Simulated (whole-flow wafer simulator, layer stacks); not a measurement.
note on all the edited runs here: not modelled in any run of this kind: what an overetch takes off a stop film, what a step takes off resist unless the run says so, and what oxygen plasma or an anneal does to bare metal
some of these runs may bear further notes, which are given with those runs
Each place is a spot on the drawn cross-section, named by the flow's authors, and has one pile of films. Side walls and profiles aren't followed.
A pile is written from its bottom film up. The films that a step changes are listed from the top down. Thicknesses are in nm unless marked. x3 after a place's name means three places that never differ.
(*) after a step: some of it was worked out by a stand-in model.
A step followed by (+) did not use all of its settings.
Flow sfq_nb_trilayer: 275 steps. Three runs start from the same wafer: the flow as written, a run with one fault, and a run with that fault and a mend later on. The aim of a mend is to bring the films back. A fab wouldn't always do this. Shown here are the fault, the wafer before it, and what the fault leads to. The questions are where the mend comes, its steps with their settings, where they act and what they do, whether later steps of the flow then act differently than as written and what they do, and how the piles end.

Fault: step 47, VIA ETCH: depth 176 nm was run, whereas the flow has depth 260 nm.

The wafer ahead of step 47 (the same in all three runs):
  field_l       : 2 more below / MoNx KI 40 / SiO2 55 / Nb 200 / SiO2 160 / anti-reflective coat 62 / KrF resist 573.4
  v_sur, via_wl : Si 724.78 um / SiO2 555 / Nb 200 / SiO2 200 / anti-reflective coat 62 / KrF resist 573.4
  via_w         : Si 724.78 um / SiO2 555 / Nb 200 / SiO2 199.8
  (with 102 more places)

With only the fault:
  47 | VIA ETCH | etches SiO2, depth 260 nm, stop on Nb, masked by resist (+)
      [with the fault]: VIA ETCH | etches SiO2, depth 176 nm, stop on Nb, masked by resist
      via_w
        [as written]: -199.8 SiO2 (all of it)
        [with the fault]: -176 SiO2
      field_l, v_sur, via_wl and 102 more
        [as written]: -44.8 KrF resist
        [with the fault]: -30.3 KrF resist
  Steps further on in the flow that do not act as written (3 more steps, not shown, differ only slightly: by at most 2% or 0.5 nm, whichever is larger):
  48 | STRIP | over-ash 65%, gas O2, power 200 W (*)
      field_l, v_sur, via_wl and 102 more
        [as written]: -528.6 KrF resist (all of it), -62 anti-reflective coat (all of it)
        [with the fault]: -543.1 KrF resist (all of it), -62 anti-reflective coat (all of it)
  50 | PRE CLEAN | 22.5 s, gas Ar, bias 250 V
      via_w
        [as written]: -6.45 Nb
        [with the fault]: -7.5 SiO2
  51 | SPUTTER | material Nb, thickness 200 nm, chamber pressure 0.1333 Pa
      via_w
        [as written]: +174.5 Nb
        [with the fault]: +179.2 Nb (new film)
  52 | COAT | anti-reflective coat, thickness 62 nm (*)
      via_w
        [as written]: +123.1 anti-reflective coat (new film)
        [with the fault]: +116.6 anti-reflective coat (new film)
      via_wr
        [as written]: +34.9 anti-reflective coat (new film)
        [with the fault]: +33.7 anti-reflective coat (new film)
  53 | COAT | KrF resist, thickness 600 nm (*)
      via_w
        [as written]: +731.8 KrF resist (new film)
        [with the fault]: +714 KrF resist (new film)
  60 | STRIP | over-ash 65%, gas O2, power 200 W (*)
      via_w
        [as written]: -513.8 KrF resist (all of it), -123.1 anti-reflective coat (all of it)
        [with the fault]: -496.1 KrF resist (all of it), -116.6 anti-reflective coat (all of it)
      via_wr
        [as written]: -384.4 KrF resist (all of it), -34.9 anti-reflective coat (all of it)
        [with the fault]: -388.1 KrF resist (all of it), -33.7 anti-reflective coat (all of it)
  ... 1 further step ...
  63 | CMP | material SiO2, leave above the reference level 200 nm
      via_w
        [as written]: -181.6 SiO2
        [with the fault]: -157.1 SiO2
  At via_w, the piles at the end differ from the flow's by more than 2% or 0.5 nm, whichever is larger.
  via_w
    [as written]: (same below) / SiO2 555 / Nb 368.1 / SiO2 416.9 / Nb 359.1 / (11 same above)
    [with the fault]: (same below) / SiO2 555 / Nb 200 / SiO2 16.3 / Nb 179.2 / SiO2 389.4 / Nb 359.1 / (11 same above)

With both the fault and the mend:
  The mend stands after step 48.
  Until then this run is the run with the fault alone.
  48a | COAT | anti-reflective coat, thickness 62 nm (*) (a further turn of the flow's step 40)
      p4_fl x3, p4_w1 x9, p4_g1 x2 and 63 more
        +62 anti-reflective coat (new film)
      sp_r, be_r, r_sur and 11 more
        +61.8 anti-reflective coat (new film)
      gap, jj_sur, ce_l, c5j, ce_r
        +61.7 anti-reflective coat (new film)
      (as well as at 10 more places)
  48b | COAT | KrF resist, thickness 650 nm (*) (a further turn of the flow's step 41)
      p4_fl x3, p4_w1 x9, p4_g1 x2 and 63 more
        +650 KrF resist (new film)
      res, r_end, moat, field_r, lsp_l, l0_sur, l0v
        +649.5 KrF resist (new film)
      ln_m5, lsp_m, ln_m6, lsp_r
        +649.6 KrF resist (new film)
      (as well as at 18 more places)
  48c | SOFTBAKE | KrF resist (a further turn of the flow's step 42)
      does not change any film at any place that is followed
  48d | EXPOSE | photomask I0, dose 11.91 mJ/cm2, NA 0.6, wavelength 248 nm (*) (a further turn of the flow's step 43)
      does not change any film at any place that is followed
  48e | PEB | KrF resist, 90 s (a further turn of the flow's step 44)
      gap, jj_sur, ce_l and 93 more
        -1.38 KrF resist
      via_v, wire, be, be_sur
        -1.37 KrF resist
      field_l, via_sp
        -1.36 KrF resist
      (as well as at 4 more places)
  48f | DEVELOP | KrF resist, thickness 650 nm, 60 s (a further turn of the flow's step 45)
      field_l, v_sur, via_wl and 102 more
        -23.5 KrF resist
      via_w
        -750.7 KrF resist (all of it)
  48g | VIA ETCH | etches anti-reflective coat, depth 125 nm, masked by resist (+) (a further turn of the flow's step 46)
      field_l, v_sur, via_wl and 102 more
        -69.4 KrF resist
      via_w
        -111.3 anti-reflective coat (all of it)
  48h | VIA ETCH | etches SiO2, depth 84 nm, stop on Nb, masked by resist (+) (a further turn of the flow's step 47, with different settings)
      field_l, v_sur, via_wl and 102 more
        -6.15 KrF resist
      via_w
        -23.8 SiO2 (all of it)
  48i | STRIP | over-ash 65%, gas O2, power 200 W (*) (a further turn of the flow's step 48)
      p4_fl x3, p4_w1 x9, p4_g1 x2 and 63 more
        -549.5 KrF resist (all of it), -62 anti-reflective coat (all of it)
      res, r_end, moat, field_r, l0_sur, l0v
        -549 KrF resist (all of it), -61.8 anti-reflective coat (all of it)
      lsp_l, ln_m5, lsp_m, ln_m6, lsp_r
        -549.1 KrF resist (all of it), -61.8 anti-reflective coat (all of it)
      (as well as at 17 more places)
  Later steps of the flow that are run all act as written at every place that is followed, up to a difference of at most 2% or 0.5 nm, whichever is larger.
  The piles end only slightly different from the flow's at the places that both follow, by no more than 2% or 0.5 nm, whichever is larger.
